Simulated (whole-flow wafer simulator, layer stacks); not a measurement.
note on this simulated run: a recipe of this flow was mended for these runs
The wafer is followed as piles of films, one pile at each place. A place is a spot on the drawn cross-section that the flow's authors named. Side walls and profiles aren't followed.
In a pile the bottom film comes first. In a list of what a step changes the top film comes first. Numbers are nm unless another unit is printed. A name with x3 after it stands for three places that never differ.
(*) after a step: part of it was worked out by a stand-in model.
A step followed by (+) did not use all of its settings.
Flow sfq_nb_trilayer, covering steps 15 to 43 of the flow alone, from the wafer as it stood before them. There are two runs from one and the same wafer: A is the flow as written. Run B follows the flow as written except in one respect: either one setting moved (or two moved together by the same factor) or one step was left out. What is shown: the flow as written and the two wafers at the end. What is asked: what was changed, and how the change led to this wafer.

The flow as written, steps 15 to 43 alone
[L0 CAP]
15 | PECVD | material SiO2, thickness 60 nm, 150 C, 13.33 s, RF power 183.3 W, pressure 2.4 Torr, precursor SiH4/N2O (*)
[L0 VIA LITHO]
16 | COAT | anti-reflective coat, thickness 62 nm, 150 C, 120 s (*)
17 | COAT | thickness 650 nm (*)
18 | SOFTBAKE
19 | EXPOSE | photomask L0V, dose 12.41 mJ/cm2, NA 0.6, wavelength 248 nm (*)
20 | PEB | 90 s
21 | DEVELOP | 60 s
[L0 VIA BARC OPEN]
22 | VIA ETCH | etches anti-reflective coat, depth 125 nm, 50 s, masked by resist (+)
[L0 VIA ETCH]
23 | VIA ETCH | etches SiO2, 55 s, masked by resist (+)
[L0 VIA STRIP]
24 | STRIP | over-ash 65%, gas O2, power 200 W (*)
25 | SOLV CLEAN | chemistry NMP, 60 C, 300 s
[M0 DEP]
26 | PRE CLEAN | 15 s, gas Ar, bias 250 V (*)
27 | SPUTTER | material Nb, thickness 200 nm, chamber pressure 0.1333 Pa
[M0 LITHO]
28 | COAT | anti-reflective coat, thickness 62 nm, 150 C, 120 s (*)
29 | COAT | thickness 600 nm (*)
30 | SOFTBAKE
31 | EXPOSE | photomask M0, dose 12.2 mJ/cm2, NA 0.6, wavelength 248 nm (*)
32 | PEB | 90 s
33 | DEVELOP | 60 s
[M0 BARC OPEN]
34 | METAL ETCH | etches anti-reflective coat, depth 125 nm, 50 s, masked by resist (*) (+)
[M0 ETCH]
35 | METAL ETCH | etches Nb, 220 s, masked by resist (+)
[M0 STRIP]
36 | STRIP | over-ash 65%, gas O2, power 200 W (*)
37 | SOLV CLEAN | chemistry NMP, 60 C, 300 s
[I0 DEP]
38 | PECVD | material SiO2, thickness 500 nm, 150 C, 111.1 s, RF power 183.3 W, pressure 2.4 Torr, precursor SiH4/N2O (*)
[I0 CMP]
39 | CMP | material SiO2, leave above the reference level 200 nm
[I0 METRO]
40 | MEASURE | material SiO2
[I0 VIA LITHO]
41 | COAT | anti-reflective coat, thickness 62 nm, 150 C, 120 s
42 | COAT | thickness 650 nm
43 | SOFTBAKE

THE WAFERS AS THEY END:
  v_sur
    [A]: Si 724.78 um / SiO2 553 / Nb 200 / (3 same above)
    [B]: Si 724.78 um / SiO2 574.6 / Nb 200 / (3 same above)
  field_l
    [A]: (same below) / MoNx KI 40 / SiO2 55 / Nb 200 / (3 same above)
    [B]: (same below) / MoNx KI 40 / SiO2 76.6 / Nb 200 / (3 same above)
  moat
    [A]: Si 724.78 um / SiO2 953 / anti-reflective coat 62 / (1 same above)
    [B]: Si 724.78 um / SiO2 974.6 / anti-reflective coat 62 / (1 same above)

The reason: step 15, PECVD: thickness 81.6 nm was run, whereas the flow has thickness 60 nm; step 15, PECVD: 18.13 s was run, where the flow has 13.33 s.

The path from the change to this, step by step:
  15 | PECVD | material SiO2, thickness 60 nm, 150 C, 13.33 s, RF power 183.3 W, pressure 2.4 Torr, precursor SiH4/N2O (*)
      v_sur, via_wl, via_w and 97 more: A SiO2 gains 60 | B SiO2 gains 81.6
      field_l, l0_sur, l0v, l0r_line_l, l0r_line_c, l0r_line_r: A SiO2 gains 60 (new film) | B SiO2 gains 81.6 (new film)
  23 | VIA ETCH | etches SiO2, 55 s, masked by resist (+)
      l0v: A SiO2 loses 59.7 (all of it), MoNx KI loses 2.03 | B SiO2 loses 80
  26 | PRE CLEAN | 15 s, gas Ar, bias 250 V (*)
      l0v: A MoNx KI loses 2.91 | B SiO2 loses 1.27 (all of it), MoNx KI loses 2.33
  28 | COAT | anti-reflective coat, thickness 62 nm, 150 C, 120 s (*)
      ln_m6: A anti-reflective coat gains 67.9 (new film) | B anti-reflective coat gains 70 (new film)
      lsp_r: A anti-reflective coat gains 71.1 (new film) | B anti-reflective coat gains 72.9 (new film)
      (and at 2 other places as well)
  29 | COAT | thickness 600 nm (*)
      l0v: A KrF-resist-other-grade gains 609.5 (new film) | B KrF-resist-other-grade gains 622.3 (new film)
  36 | STRIP | over-ash 65%, gas O2, power 200 W (*)
      ln_m6: A KrF-resist-other-grade loses 369.9 (all of it), anti-reflective coat loses 67.9 (all of it) | B KrF-resist-other-grade loses 367.7 (all of it), anti-reflective coat loses 70 (all of it)
      lsp_r: A KrF-resist-other-grade loses 368.6 (all of it), anti-reflective coat loses 71.1 (all of it) | B KrF-resist-other-grade loses 365.6 (all of it), anti-reflective coat loses 72.9 (all of it)
      (and at 2 other places as well)
  39 | CMP | material SiO2, leave above the reference level 200 nm
      l0v: A SiO2 loses 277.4 | B SiO2 loses 255.1
